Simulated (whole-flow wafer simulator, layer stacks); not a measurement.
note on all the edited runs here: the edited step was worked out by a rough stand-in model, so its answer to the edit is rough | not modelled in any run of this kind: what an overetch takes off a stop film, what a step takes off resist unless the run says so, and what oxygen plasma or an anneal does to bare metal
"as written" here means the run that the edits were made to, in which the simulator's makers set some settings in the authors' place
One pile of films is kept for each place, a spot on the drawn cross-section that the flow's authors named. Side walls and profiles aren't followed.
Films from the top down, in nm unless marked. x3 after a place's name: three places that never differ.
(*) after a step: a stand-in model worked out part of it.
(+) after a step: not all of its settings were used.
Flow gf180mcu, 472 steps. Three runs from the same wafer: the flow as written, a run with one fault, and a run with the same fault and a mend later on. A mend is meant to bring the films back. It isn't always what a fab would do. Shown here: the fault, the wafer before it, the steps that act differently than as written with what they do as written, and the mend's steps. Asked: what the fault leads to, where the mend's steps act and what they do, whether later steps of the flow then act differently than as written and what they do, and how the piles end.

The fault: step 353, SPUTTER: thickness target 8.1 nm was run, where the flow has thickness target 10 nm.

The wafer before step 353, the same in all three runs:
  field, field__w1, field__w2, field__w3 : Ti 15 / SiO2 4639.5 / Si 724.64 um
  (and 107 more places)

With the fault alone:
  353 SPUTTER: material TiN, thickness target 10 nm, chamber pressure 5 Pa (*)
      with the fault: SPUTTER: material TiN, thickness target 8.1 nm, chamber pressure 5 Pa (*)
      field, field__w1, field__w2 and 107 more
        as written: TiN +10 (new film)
        with the fault: TiN +8.1 (new film)
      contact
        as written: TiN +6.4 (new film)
        with the fault: TiN +5.19 (new film)
  Later steps of the flow that act differently than as written (1 more step differs only slightly, by at most 2% or 0.5 nm, whichever is larger, and isn't shown):
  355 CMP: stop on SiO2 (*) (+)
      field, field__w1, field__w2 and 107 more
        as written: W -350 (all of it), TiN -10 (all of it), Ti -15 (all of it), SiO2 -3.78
        with the fault: W -350 (all of it), TiN -8.1 (all of it), Ti -15 (all of it), SiO2 -3.76
  At the end the piles differ from the flow's by more than 2% or 0.5 nm, whichever is larger, at contact.
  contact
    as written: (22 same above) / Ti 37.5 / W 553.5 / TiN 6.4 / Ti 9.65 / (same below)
    with the fault: (22 same above) / Ti 37.5 / W 554.7 / TiN 5.19 / Ti 9.65 / (same below)

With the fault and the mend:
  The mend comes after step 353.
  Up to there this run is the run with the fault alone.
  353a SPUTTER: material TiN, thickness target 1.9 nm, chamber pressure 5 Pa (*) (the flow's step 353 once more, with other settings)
      field, field__w1, field__w2 and 107 more
        TiN +1.9
      contact
        TiN +1.21
  No later step of the flow acts differently than as written at any place that is followed.
  At the end the piles are the same as the flow's at every place that both follow.
